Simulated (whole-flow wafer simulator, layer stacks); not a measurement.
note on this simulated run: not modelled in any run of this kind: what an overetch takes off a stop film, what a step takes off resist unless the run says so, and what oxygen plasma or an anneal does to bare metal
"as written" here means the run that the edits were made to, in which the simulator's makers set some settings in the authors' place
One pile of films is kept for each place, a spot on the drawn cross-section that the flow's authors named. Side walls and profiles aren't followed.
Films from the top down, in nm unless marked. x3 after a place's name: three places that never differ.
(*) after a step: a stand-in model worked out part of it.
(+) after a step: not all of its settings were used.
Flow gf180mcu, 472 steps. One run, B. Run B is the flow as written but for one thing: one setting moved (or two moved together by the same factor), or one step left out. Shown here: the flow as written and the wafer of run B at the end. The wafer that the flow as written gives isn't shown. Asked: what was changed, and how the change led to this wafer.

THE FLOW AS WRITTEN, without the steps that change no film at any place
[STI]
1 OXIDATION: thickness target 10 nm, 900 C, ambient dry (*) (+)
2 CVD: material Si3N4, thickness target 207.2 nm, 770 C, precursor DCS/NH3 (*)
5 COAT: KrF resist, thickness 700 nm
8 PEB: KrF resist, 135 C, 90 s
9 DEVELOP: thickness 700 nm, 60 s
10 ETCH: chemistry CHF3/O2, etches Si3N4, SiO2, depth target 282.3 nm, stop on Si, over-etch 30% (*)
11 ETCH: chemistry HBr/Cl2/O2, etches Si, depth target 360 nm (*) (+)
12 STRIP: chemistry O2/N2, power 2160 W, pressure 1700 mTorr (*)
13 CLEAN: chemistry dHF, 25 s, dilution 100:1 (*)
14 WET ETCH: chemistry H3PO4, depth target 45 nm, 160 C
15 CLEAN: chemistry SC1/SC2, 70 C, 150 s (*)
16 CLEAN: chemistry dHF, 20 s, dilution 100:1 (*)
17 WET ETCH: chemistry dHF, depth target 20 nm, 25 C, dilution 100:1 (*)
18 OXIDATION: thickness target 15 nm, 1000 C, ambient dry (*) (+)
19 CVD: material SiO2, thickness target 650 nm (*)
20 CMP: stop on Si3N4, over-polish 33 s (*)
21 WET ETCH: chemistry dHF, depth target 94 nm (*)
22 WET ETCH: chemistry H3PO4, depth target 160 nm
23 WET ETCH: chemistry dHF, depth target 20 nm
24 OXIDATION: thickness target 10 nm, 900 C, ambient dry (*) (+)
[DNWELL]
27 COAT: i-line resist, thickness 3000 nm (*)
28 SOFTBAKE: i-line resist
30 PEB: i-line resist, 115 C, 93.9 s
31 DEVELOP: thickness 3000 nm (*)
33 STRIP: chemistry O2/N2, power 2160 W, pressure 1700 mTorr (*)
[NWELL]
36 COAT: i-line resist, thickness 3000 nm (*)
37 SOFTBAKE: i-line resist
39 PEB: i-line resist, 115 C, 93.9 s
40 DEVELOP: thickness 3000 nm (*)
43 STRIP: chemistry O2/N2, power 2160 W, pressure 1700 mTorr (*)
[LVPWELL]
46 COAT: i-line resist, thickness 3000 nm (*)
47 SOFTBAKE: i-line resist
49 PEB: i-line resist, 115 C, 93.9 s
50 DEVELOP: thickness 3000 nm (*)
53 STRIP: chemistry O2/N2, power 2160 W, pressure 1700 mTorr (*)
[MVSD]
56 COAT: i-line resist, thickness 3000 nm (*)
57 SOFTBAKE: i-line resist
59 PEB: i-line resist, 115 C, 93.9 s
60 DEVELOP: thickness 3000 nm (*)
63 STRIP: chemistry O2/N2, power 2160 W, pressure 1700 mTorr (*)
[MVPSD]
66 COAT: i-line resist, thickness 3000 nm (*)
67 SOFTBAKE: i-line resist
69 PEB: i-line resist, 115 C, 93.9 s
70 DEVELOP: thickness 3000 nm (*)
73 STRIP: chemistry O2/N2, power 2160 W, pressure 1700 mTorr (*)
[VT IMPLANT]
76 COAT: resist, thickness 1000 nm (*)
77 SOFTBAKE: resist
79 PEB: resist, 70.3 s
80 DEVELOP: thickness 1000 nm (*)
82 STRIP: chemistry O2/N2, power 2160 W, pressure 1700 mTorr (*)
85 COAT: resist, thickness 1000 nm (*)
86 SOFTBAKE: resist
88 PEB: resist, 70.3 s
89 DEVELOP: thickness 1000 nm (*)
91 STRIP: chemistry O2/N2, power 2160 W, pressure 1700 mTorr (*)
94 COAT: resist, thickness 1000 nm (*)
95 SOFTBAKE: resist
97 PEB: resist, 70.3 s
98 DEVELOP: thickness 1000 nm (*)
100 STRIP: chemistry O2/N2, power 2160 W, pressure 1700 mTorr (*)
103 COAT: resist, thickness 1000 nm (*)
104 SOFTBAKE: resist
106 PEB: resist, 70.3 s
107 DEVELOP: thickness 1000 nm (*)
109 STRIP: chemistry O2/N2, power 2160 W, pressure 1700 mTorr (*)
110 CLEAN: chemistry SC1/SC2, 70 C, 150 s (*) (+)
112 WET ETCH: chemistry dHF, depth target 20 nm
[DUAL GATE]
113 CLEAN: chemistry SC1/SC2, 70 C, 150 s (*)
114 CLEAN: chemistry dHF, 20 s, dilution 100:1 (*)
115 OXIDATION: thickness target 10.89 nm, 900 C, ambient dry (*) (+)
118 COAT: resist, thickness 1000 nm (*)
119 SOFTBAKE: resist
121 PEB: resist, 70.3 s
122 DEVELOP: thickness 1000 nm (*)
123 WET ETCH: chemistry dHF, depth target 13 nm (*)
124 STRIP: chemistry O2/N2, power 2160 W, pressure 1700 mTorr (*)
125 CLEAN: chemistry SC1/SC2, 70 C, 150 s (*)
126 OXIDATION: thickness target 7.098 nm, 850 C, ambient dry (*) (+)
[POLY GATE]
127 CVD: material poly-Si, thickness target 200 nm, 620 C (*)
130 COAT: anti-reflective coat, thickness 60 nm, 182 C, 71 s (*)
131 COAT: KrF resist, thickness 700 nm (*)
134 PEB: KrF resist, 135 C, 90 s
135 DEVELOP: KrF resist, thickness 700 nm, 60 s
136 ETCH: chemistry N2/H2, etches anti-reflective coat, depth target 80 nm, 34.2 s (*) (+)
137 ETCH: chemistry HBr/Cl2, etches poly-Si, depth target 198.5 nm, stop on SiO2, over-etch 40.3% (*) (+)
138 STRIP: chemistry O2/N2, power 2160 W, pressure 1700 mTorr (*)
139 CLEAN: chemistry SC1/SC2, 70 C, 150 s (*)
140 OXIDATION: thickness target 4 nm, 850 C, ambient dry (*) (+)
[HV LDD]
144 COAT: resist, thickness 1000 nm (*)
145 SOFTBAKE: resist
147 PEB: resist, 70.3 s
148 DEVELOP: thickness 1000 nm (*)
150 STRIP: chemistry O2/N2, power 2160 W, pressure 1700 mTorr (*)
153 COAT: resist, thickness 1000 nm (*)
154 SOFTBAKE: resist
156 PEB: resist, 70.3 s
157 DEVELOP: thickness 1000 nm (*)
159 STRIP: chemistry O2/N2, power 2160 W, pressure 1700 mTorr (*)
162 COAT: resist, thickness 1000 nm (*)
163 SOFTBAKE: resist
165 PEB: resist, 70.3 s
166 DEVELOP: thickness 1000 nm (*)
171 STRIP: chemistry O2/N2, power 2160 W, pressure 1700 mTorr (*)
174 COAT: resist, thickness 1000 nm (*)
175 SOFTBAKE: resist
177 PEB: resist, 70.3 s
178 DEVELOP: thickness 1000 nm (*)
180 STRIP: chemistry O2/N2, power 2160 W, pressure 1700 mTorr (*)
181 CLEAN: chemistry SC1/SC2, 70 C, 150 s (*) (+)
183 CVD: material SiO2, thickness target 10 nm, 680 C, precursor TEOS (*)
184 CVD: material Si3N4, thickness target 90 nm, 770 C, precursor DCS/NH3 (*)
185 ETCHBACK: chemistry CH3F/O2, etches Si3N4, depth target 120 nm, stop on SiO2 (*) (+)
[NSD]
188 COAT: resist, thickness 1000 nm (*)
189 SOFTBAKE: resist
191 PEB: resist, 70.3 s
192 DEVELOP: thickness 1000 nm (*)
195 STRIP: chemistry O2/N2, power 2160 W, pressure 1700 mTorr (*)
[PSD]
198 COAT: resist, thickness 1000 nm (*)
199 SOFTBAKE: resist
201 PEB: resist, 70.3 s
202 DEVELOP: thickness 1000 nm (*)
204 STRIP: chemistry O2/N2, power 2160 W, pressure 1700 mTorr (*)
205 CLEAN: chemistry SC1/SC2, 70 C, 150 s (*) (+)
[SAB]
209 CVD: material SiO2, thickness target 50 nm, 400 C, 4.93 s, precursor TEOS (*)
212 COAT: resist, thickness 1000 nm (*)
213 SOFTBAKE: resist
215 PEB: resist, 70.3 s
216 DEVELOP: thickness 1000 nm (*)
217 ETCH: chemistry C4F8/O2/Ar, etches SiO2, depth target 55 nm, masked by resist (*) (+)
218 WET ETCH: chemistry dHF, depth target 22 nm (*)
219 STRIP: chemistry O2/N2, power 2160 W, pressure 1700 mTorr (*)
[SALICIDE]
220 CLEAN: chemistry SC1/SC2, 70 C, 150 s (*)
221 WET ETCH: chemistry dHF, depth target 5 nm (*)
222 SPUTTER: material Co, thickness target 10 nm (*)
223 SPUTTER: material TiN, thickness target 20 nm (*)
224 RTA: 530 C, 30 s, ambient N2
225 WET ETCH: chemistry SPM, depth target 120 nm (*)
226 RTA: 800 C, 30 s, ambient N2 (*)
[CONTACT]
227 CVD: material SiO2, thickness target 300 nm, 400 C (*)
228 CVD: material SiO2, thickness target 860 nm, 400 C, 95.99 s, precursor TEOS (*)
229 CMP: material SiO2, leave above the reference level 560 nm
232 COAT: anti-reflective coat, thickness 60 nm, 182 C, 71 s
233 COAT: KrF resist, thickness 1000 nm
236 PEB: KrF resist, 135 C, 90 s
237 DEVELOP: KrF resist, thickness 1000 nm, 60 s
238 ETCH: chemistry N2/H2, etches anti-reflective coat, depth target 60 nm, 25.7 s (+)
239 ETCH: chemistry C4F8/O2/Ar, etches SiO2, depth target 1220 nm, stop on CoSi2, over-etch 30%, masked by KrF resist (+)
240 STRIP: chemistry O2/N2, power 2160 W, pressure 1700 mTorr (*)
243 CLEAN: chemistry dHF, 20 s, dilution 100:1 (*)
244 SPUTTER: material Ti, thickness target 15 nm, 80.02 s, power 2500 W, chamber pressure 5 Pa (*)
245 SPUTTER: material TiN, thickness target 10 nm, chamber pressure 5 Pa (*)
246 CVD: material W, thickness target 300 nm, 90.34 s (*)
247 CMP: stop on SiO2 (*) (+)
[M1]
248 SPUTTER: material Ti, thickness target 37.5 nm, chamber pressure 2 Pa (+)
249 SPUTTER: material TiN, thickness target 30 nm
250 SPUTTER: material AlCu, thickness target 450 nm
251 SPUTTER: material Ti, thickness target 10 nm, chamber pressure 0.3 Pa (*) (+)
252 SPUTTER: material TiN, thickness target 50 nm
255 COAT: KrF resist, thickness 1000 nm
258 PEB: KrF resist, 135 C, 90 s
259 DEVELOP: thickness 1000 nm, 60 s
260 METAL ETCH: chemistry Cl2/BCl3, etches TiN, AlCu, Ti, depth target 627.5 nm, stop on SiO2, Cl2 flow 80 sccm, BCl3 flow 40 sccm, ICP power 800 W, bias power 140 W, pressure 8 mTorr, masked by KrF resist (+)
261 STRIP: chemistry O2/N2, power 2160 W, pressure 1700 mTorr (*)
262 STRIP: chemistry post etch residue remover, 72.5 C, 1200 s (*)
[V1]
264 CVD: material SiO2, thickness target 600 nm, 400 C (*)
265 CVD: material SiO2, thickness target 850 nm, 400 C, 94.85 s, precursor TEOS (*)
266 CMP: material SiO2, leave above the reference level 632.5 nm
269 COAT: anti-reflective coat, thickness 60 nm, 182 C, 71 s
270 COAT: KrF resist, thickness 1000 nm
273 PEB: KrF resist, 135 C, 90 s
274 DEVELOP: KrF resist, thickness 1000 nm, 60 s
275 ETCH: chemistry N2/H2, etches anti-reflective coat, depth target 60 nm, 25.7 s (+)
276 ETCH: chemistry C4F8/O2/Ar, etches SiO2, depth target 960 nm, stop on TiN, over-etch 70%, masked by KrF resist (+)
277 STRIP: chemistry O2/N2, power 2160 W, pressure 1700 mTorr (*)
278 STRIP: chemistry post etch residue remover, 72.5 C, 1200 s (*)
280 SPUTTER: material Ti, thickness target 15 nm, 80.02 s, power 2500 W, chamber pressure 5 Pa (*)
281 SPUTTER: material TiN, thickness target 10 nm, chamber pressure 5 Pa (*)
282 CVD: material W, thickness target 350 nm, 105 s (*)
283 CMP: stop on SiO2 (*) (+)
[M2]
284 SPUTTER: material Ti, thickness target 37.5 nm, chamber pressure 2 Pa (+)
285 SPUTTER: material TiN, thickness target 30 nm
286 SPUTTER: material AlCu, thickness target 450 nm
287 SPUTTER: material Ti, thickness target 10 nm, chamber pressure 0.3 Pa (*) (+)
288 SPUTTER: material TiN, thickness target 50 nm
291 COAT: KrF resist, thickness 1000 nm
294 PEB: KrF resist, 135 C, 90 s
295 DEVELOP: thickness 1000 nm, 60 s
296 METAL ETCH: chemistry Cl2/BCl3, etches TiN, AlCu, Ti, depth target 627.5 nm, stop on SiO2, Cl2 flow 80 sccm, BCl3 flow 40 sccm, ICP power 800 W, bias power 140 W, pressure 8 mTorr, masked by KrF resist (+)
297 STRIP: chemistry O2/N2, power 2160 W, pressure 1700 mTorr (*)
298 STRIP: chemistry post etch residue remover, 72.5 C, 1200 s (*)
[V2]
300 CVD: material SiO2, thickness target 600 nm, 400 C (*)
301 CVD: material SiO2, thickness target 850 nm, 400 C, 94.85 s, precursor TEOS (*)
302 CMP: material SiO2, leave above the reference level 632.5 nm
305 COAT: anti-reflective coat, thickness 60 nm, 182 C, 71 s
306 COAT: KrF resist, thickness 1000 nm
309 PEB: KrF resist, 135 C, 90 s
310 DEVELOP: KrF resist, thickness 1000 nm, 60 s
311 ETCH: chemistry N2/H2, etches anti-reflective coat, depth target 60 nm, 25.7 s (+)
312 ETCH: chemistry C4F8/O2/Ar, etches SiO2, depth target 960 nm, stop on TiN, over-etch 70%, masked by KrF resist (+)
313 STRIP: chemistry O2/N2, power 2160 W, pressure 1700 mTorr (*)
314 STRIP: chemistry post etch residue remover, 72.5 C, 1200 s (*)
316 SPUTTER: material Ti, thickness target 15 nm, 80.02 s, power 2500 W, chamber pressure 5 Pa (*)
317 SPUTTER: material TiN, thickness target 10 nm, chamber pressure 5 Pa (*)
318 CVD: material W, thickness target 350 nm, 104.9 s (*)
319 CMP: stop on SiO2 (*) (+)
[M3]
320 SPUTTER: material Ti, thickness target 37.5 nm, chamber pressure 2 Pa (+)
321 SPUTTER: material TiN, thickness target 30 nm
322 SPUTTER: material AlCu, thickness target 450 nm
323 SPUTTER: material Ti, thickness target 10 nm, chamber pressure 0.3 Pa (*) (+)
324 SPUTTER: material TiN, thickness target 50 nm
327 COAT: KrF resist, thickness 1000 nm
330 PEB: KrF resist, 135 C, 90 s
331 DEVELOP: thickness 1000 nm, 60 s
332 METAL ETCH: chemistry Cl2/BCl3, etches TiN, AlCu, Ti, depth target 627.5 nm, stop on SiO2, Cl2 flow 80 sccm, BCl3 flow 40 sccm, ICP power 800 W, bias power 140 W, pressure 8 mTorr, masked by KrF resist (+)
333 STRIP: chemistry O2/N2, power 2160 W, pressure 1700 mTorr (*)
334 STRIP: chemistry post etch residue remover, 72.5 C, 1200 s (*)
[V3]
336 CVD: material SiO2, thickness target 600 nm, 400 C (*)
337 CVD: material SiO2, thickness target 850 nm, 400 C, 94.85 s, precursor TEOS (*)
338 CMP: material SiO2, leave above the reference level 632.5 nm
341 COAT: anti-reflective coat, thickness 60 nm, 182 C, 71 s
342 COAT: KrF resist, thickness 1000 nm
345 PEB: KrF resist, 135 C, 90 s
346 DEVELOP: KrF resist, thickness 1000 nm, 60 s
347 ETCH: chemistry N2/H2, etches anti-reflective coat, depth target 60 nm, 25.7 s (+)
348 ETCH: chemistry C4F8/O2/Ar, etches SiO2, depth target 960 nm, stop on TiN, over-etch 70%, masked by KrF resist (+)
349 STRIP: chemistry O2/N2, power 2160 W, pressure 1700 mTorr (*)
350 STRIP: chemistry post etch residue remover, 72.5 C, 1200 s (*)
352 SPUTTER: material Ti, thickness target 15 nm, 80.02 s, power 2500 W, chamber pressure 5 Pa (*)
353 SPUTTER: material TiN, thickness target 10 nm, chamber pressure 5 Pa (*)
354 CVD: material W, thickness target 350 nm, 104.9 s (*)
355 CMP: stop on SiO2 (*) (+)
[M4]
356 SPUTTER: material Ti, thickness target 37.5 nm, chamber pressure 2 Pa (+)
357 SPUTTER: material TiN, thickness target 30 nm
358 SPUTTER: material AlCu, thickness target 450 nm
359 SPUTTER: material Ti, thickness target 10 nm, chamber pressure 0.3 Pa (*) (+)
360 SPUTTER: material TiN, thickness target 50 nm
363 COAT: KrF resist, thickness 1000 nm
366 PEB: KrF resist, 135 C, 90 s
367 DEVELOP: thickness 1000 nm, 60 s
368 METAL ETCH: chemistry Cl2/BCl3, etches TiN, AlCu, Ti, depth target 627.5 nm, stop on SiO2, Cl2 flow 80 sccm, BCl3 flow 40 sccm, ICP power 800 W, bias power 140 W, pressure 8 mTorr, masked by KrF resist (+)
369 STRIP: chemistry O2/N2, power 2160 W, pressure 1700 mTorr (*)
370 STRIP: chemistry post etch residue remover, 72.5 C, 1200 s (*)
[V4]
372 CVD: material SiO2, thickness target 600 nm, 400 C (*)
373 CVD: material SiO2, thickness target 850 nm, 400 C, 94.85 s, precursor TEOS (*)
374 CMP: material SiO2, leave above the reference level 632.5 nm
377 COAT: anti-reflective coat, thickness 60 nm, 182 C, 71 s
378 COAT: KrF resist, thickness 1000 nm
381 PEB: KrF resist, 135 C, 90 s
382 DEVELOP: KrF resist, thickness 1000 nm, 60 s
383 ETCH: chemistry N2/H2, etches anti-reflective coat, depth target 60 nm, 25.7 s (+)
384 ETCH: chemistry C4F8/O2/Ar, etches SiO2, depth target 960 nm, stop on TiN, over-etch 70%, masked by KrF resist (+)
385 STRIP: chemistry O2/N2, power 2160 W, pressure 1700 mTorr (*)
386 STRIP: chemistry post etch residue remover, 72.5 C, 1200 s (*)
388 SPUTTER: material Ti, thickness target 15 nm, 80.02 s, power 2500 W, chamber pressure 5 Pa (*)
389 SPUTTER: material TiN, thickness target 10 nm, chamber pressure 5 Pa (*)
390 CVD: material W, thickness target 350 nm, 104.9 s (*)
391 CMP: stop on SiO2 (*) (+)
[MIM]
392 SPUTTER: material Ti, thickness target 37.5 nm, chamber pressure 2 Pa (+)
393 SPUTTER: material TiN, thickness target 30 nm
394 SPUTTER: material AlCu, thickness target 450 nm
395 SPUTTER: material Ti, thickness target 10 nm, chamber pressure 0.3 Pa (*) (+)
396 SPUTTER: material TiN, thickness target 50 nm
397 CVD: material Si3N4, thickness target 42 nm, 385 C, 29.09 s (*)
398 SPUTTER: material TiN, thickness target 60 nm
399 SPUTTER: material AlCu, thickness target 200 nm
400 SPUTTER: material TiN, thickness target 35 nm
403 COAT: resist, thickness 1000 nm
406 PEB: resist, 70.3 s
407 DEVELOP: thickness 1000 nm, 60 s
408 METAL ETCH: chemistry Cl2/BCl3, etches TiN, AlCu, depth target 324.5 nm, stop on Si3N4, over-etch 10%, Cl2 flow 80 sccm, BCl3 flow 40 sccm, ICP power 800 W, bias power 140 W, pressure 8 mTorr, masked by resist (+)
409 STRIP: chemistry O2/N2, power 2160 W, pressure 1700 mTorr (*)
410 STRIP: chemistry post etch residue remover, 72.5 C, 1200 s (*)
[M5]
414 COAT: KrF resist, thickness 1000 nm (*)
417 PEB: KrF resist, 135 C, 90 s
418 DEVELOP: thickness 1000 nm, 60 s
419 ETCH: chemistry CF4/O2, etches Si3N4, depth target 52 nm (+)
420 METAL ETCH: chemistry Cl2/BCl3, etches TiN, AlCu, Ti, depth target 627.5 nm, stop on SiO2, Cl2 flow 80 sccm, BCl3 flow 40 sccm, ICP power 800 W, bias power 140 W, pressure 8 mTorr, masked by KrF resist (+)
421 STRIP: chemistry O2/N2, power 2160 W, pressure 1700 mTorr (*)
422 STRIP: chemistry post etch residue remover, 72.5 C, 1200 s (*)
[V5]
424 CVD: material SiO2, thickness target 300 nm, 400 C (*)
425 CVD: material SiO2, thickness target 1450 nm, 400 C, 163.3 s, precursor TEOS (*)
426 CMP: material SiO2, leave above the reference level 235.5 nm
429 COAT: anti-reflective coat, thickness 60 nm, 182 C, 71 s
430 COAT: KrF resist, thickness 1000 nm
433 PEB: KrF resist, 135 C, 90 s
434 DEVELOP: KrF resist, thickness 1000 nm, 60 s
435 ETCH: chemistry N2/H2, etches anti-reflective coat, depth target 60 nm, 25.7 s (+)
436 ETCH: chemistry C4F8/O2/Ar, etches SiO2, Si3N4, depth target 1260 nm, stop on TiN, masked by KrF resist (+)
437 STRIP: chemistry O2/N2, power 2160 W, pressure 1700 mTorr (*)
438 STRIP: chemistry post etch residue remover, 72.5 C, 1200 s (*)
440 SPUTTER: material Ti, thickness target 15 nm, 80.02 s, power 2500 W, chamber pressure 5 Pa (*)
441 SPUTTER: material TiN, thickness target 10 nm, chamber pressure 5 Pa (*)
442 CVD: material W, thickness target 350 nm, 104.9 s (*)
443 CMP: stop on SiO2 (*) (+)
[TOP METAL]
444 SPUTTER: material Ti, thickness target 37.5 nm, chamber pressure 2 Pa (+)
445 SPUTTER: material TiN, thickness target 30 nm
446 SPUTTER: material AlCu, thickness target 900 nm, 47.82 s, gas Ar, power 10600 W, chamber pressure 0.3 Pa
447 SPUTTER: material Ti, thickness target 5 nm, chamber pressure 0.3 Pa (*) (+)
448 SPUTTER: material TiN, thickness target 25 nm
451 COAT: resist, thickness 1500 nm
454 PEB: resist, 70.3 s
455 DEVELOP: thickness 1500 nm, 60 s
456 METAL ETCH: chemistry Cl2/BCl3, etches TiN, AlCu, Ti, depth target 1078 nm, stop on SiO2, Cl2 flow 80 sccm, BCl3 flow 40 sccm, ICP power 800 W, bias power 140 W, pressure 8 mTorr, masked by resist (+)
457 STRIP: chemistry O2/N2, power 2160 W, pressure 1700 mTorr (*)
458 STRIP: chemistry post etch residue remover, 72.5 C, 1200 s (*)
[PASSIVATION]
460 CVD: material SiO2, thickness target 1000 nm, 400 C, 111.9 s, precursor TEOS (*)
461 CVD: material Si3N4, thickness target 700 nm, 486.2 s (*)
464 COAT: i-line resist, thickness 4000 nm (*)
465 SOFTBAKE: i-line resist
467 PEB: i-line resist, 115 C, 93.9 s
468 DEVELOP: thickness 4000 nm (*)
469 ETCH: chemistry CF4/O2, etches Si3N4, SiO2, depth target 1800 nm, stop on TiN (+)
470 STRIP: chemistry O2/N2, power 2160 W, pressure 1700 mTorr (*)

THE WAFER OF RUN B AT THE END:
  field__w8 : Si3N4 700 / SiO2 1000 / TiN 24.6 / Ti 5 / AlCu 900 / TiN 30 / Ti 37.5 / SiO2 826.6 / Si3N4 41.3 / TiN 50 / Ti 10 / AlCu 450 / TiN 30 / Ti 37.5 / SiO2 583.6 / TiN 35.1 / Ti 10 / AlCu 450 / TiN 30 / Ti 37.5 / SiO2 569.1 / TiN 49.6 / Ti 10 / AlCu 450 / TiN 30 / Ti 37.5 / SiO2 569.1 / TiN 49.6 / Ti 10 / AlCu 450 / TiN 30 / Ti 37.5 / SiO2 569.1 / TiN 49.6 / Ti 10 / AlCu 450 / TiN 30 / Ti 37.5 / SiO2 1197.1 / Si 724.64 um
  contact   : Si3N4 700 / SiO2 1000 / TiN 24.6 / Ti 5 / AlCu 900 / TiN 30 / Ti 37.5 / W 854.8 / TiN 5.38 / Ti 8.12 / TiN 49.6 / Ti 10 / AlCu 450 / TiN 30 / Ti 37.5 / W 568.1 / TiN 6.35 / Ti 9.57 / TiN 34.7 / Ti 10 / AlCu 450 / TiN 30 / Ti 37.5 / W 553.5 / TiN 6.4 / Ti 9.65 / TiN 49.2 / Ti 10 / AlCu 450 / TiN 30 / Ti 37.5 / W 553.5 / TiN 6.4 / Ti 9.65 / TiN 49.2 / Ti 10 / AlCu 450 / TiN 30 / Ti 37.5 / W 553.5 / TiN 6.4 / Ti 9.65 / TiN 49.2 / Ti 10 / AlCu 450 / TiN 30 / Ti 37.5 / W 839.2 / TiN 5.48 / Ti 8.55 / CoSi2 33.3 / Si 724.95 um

The cause: step 360, SPUTTER: thickness target 35.5 nm was run, where the flow has thickness target 50 nm.

How the change led to this, step by step:
  360 SPUTTER: material TiN, thickness target 50 nm
      field, field__w1, field__w2 and 108 more: TiN +35.5 (new film) (as written it would be: TiN +50 (new film))
  368 METAL ETCH: chemistry Cl2/BCl3, etches TiN, AlCu, Ti, depth target 627.5 nm, stop on SiO2, Cl2 flow 80 sccm, BCl3 flow 40 sccm, ICP power 800 W, bias power 140 W, pressure 8 mTorr, masked by KrF resist (+)
      field, field__w1, field__w2 and 103 more: TiN -35.5 (all of it), Ti -10 (all of it), AlCu -450 (all of it), TiN -30 (all of it), Ti -37.5 (all of it) (as written it would be: TiN -50 (all of it), Ti -10 (all of it), AlCu -450 (all of it), TiN -30 (all of it), Ti -37.5 (all of it))
  384 ETCH: chemistry C4F8/O2/Ar, etches SiO2, depth target 960 nm, stop on TiN, over-etch 70%, masked by KrF resist (+)
      contact: SiO2 -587 (all of it) (as written it would be: SiO2 -572.5 (all of it))
